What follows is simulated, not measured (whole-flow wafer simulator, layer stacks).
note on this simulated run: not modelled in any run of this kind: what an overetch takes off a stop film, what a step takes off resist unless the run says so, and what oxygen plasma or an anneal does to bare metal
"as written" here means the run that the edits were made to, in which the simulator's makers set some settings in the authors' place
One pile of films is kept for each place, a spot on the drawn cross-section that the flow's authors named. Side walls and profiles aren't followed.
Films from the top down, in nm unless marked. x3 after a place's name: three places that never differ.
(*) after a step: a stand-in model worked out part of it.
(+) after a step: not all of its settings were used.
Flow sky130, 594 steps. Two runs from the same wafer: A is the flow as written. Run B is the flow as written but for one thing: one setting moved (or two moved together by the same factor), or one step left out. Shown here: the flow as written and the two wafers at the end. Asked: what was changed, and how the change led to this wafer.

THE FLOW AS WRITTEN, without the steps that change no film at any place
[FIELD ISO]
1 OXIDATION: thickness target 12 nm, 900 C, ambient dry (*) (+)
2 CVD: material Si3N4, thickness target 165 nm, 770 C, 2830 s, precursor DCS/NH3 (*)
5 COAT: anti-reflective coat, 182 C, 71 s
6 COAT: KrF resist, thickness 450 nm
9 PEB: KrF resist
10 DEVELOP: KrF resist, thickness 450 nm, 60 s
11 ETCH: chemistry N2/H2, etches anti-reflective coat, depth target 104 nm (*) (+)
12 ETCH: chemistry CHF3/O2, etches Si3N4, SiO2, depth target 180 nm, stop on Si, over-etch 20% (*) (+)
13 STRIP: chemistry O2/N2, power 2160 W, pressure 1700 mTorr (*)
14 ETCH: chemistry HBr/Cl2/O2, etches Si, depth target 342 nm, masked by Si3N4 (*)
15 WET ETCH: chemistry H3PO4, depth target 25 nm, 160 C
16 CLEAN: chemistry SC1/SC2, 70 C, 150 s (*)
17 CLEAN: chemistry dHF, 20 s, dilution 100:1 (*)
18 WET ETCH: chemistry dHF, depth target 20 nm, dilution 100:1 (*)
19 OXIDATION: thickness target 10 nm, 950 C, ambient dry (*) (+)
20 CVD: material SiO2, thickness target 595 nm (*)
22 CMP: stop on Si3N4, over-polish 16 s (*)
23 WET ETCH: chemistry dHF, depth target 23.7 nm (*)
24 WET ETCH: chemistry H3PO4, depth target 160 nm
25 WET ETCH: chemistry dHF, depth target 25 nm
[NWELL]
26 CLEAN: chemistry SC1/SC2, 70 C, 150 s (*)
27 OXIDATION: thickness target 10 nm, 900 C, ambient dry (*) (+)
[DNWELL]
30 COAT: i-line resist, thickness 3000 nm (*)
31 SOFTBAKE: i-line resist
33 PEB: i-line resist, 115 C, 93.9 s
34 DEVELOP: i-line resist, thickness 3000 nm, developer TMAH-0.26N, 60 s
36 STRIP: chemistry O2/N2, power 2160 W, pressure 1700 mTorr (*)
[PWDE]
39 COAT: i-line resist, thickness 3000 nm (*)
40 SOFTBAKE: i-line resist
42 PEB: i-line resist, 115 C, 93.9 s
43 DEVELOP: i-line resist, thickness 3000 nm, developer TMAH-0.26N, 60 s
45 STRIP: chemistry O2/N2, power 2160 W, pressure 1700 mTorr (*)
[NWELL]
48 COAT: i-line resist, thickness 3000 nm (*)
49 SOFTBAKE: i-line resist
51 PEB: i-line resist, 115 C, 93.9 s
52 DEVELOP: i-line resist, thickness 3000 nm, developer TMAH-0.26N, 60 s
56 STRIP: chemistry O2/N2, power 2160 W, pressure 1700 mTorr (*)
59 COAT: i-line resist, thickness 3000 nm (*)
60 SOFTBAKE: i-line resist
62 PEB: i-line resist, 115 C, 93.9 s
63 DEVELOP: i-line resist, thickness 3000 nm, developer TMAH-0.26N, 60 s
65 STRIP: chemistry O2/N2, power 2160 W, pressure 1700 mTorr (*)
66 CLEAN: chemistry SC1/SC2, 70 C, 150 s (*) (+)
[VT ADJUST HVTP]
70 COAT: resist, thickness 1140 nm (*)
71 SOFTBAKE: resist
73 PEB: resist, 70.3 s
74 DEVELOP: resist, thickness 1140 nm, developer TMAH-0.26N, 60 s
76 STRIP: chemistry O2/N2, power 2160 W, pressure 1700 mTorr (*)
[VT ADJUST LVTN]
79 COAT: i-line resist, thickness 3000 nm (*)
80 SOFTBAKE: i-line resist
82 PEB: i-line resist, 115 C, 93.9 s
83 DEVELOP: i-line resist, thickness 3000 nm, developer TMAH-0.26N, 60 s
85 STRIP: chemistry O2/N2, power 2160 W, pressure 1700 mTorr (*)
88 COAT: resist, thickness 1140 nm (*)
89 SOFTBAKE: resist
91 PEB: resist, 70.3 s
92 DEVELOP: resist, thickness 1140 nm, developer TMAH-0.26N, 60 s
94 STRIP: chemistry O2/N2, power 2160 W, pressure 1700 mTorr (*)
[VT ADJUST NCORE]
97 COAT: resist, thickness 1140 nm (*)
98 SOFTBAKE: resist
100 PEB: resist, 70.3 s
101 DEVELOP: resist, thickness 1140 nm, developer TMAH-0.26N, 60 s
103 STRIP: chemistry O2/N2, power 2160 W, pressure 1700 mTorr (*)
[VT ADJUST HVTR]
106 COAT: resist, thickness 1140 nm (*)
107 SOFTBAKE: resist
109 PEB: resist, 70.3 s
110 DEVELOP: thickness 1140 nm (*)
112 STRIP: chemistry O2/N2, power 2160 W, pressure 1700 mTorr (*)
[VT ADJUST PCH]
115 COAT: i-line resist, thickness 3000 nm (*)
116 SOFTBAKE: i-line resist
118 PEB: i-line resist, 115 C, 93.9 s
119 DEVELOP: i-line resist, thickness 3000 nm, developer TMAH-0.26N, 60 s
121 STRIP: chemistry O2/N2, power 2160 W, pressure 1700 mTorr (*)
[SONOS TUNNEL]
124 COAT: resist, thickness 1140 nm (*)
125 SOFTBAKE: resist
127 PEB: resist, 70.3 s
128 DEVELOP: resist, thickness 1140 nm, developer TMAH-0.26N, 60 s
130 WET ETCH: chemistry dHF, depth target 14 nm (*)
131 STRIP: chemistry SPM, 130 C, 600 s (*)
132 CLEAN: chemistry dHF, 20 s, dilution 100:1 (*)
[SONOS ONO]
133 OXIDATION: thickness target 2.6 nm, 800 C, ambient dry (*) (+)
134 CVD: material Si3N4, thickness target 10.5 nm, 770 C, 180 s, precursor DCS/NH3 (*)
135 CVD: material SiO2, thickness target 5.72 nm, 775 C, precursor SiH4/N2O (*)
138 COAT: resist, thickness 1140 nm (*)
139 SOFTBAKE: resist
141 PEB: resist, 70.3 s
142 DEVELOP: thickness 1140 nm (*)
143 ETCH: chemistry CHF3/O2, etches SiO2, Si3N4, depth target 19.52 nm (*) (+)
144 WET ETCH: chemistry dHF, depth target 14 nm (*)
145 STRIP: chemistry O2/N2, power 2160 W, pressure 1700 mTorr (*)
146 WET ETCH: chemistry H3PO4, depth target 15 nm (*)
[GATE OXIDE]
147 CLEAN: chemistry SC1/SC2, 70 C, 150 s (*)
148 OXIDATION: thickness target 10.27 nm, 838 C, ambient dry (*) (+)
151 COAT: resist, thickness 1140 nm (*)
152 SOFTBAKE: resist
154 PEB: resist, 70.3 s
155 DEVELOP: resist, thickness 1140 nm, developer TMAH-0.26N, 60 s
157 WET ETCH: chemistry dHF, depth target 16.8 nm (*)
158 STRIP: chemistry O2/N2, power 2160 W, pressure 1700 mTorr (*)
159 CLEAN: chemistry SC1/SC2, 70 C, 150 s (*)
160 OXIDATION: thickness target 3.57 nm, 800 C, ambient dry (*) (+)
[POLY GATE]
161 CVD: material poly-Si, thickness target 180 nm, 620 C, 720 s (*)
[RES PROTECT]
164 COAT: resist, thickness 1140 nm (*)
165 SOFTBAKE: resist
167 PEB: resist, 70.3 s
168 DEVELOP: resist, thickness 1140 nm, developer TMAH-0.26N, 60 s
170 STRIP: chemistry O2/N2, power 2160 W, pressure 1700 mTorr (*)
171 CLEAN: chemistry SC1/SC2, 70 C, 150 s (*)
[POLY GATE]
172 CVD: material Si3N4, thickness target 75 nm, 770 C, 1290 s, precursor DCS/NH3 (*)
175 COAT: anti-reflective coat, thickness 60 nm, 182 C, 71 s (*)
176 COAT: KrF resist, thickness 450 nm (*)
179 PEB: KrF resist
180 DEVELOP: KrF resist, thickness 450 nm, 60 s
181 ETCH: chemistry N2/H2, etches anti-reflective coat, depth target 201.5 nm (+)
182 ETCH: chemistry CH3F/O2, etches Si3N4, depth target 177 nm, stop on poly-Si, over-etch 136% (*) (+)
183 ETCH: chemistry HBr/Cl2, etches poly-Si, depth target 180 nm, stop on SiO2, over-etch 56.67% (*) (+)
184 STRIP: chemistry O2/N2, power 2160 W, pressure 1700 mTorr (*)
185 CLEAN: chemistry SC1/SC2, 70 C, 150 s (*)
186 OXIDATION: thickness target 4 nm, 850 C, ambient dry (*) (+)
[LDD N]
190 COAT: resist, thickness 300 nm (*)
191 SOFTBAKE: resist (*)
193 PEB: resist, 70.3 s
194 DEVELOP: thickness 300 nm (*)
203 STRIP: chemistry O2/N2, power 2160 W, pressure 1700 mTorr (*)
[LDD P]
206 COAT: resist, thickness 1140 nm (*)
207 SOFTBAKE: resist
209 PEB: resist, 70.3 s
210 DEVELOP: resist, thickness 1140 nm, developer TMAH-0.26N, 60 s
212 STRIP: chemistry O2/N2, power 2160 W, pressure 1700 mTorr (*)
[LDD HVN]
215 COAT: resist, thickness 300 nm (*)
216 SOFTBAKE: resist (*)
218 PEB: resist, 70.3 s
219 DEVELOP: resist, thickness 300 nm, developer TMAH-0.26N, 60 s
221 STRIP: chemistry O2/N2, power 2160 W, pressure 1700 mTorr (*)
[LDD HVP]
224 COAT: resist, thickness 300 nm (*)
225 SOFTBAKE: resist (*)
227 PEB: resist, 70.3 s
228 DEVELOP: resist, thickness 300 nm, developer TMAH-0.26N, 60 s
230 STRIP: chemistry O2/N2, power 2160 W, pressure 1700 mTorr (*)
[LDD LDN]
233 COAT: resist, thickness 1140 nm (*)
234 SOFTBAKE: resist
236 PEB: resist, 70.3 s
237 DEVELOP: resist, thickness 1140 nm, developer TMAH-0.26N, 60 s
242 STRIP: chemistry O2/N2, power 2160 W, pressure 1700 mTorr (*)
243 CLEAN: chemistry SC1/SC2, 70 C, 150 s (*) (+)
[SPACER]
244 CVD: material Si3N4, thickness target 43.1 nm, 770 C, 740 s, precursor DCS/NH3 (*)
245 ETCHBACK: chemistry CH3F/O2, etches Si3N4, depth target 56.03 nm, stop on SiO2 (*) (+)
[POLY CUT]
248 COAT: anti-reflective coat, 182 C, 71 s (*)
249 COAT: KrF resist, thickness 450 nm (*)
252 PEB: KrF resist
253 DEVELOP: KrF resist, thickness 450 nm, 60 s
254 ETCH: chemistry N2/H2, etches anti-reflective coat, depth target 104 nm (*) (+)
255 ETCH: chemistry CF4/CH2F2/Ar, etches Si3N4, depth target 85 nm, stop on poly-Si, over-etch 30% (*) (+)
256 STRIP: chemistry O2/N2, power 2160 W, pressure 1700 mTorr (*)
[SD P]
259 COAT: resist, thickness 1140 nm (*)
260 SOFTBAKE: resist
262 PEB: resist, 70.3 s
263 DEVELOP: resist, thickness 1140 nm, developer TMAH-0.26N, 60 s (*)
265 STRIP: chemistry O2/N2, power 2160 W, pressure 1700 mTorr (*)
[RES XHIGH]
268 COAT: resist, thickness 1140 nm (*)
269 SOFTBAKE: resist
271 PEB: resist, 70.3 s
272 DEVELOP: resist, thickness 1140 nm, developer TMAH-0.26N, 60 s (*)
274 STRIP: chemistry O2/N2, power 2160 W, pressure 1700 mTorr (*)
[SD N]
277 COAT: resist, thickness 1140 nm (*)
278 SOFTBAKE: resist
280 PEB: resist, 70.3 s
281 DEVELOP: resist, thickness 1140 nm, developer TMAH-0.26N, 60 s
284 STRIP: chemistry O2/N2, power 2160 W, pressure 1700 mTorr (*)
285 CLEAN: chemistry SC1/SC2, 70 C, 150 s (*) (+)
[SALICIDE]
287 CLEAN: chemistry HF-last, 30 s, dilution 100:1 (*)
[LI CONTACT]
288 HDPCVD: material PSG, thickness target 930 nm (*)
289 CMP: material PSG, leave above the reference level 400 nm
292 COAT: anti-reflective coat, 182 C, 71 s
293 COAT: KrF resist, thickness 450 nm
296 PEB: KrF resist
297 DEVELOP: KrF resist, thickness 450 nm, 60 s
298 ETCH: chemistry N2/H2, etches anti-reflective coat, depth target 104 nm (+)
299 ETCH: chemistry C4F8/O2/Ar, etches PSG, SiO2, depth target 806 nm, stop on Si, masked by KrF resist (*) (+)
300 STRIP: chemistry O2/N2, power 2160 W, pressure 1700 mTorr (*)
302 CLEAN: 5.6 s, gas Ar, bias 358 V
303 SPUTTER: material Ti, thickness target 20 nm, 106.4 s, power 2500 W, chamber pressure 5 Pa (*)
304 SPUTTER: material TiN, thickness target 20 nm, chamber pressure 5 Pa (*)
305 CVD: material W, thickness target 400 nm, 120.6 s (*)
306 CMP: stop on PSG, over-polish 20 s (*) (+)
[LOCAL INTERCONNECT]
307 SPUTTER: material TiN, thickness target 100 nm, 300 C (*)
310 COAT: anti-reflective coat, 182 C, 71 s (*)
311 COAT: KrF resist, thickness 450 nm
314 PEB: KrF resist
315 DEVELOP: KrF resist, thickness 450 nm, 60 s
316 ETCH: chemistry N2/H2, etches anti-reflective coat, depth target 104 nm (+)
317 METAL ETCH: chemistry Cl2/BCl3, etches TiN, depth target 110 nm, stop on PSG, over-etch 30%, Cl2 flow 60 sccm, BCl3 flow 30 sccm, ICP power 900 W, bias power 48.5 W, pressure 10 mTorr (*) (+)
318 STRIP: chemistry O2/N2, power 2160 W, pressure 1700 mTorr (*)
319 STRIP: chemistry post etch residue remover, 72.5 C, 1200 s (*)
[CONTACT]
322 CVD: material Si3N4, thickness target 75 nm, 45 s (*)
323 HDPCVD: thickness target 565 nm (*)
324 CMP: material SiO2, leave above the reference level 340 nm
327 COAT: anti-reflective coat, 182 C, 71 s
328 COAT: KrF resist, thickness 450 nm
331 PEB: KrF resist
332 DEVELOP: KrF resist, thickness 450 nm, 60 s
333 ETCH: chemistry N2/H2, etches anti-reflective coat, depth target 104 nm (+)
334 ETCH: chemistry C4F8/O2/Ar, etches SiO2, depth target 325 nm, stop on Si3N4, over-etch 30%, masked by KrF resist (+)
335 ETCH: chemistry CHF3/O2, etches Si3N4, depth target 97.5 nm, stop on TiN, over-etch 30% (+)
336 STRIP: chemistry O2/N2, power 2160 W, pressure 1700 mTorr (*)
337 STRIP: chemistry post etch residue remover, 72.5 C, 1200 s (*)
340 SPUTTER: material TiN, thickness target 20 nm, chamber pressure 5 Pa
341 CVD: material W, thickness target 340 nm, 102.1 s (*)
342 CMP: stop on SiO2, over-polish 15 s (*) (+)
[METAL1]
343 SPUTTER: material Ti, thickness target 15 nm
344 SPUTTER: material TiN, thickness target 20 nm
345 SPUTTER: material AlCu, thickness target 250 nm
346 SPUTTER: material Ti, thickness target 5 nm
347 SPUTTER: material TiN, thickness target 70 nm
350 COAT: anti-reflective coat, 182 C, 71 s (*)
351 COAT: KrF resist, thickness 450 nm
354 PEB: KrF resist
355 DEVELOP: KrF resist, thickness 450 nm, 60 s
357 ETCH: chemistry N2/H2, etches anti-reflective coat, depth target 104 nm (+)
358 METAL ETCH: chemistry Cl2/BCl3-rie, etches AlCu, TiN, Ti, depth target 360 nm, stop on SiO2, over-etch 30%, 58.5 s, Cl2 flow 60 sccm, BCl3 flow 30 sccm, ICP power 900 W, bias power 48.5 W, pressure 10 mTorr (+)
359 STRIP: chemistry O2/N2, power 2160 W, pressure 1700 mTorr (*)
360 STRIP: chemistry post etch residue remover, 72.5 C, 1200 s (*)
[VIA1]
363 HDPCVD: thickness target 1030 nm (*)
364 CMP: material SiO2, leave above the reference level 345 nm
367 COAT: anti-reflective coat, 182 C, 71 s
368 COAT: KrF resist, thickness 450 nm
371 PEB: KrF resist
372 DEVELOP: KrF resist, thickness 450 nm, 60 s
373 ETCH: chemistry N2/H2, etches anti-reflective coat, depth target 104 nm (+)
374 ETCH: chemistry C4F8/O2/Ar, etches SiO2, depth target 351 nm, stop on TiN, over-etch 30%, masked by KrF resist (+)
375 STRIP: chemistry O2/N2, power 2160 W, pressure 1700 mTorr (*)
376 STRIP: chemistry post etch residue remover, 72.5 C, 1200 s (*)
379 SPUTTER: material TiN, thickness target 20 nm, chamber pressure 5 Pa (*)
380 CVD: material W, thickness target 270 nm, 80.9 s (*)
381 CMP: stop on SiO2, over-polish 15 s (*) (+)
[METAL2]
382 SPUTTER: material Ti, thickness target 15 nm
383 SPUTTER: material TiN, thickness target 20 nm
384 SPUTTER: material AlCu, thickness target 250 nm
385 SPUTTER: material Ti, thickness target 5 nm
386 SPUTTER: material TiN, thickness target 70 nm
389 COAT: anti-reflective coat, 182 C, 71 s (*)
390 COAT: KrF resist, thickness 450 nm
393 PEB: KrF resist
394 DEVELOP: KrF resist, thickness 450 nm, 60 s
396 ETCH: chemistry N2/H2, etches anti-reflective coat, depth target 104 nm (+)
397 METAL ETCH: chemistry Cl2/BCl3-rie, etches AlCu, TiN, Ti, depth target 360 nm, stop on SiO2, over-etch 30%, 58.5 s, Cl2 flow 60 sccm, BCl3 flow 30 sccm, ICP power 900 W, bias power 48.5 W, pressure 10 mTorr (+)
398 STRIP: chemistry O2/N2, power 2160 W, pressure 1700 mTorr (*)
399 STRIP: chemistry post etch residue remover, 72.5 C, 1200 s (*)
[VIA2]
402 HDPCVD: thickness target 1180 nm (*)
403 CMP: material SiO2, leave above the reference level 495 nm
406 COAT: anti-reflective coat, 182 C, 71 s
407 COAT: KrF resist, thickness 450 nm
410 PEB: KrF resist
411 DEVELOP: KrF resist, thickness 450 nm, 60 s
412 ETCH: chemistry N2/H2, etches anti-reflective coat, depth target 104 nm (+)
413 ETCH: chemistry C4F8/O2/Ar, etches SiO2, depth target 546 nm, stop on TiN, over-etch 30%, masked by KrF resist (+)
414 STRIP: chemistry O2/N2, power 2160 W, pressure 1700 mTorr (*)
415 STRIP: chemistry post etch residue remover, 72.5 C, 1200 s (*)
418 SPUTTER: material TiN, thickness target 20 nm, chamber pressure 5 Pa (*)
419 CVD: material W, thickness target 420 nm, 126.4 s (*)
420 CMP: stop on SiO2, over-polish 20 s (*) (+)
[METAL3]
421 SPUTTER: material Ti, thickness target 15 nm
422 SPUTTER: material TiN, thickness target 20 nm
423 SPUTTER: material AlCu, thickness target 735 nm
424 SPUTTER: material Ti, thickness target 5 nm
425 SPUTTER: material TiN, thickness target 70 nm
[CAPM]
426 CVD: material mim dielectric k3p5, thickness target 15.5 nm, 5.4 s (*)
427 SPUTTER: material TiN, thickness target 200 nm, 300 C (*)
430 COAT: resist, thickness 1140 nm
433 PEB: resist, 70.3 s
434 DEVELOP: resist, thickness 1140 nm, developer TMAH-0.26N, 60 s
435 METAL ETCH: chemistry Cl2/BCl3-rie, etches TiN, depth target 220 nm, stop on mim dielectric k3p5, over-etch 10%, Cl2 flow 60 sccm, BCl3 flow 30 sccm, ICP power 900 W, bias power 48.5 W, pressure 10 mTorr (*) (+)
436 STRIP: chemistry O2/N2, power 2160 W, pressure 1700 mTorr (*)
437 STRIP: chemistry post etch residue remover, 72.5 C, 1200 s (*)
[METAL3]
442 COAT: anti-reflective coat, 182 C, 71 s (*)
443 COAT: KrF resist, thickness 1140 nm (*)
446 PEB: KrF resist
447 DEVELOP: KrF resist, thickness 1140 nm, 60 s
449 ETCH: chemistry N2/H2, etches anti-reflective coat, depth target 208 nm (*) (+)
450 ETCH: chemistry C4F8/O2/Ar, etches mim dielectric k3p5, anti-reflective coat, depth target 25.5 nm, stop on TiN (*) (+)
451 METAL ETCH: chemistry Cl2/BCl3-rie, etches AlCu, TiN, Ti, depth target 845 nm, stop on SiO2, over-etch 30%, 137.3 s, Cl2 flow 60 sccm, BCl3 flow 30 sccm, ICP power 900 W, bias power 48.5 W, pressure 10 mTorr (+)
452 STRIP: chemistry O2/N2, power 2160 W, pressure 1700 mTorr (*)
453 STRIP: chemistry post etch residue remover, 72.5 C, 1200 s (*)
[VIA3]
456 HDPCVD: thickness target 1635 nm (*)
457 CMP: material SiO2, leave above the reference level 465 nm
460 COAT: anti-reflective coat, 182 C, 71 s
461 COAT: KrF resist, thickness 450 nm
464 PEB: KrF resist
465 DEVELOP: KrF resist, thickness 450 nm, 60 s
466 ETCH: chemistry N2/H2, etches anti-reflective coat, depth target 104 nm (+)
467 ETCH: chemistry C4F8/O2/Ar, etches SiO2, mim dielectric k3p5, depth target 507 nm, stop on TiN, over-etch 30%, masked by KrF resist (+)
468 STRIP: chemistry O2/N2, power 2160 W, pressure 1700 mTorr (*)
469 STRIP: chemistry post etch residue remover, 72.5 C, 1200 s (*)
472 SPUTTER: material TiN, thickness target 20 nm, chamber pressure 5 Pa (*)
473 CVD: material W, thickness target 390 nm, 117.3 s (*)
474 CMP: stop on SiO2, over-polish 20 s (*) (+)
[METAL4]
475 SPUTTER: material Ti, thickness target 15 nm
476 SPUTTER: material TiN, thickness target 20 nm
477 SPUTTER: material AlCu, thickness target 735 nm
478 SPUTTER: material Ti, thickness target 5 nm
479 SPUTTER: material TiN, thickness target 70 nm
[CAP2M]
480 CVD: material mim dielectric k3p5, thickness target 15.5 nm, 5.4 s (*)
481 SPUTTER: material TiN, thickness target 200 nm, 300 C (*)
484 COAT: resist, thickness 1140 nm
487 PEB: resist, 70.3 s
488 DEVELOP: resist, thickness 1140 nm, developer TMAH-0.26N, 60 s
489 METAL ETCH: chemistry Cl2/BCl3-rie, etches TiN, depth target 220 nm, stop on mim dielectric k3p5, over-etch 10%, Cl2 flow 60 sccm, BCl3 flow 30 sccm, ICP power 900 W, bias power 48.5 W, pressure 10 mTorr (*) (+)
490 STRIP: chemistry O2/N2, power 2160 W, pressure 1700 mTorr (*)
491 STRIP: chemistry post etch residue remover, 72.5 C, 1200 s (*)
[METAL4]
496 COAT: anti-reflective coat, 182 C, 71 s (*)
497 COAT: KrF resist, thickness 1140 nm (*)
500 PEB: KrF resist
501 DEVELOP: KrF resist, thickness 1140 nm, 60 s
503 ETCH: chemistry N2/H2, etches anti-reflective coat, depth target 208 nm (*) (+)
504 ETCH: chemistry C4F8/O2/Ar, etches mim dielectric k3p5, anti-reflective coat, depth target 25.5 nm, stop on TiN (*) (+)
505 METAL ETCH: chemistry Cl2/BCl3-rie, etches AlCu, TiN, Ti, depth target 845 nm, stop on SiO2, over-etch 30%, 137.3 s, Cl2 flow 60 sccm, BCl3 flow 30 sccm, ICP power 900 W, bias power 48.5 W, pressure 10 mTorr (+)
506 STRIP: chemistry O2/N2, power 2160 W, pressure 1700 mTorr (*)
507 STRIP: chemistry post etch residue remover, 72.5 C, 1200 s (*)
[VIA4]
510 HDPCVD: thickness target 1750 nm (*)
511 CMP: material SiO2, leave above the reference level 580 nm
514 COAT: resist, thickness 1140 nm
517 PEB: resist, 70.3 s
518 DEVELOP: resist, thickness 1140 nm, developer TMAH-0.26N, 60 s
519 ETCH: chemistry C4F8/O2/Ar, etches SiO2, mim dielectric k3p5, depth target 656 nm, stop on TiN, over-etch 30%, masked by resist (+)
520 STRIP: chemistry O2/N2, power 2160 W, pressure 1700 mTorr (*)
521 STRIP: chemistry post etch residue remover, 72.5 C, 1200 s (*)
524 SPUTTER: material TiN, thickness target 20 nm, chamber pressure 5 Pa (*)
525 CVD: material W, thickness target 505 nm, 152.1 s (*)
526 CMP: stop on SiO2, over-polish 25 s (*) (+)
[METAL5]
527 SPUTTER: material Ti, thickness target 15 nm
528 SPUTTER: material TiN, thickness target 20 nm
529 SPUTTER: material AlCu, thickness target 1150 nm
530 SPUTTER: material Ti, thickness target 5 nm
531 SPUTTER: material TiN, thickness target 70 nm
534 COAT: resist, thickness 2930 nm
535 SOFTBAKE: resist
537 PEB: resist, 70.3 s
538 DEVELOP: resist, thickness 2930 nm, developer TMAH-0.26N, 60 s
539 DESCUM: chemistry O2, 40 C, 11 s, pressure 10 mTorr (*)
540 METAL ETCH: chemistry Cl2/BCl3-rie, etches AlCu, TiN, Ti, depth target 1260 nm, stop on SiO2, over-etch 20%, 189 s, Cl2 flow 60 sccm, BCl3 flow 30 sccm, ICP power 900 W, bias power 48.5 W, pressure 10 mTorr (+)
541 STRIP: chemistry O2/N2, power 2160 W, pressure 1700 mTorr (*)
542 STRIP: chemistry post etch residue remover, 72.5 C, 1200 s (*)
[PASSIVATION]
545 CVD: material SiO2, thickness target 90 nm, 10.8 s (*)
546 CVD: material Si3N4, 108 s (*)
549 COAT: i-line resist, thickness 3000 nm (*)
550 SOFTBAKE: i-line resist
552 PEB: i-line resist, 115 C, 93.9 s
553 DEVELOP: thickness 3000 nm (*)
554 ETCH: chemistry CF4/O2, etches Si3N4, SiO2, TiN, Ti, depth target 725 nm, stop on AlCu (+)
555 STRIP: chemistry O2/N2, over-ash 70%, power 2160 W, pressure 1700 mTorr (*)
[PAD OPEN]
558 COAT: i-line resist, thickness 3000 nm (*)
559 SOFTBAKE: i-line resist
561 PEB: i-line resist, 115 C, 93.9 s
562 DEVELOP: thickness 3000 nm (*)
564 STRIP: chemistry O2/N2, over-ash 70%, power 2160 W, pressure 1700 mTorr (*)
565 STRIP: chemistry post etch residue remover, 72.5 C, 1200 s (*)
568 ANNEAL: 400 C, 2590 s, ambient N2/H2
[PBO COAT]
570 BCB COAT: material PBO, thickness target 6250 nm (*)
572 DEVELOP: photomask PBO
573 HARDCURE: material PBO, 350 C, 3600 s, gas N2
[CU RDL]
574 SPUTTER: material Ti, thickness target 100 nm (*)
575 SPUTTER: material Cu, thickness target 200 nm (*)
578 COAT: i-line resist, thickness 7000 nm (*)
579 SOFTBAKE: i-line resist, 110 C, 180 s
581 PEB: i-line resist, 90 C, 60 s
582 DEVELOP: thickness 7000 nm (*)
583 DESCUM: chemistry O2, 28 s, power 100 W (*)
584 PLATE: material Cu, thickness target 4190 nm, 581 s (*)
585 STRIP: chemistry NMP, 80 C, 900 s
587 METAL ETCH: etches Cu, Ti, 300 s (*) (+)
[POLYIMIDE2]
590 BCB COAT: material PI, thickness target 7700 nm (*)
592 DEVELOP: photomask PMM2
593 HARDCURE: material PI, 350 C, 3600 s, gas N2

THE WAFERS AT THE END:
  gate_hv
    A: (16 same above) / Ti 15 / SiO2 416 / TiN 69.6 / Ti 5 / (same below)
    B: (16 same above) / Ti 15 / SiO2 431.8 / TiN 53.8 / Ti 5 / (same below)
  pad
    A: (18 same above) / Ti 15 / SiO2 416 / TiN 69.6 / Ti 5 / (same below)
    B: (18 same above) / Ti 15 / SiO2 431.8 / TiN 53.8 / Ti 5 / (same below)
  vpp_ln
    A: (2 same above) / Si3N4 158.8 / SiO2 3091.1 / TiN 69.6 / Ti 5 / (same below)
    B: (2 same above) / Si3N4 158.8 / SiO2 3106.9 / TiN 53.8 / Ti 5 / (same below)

The cause: step 386, SPUTTER: thickness target 54.2 nm was run, where the flow has thickness target 70 nm.

How the change led to this, step by step:
  386 SPUTTER: material TiN, thickness target 70 nm
      field, active, n_well and 188 more: A TiN +70 (new film) | B TiN +54.2 (new film)
  397 METAL ETCH: chemistry Cl2/BCl3-rie, etches AlCu, TiN, Ti, depth target 360 nm, stop on SiO2, over-etch 30%, 58.5 s, Cl2 flow 60 sccm, BCl3 flow 30 sccm, ICP power 900 W, bias power 48.5 W, pressure 10 mTorr (+)
      field, active, gate and 82 more: A TiN -68.7 (all of it), Ti -5 (all of it), AlCu -250 (all of it), TiN -20 (all of it), Ti -15 (all of it), SiO2 -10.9 | B TiN -52.9 (all of it), Ti -5 (all of it), AlCu -250 (all of it), TiN -20 (all of it), Ti -15 (all of it), SiO2 -12.5
  403 CMP: material SiO2, leave above the reference level 495 nm
      n_well, p_well, gate_hv and 101 more: A SiO2 -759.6 | B SiO2 -743.8
      m1, via1_hole: A SiO2 -759.1 | B SiO2 -743.3
  413 ETCH: chemistry C4F8/O2/Ar, etches SiO2, depth target 546 nm, stop on TiN, over-etch 30%, masked by KrF resist (+)
      m1: A SiO2 -420.3 (all of it) | B SiO2 -436.1 (all of it)
      via2_hole: A SiO2 -419.8 (all of it) | B SiO2 -435.6 (all of it)
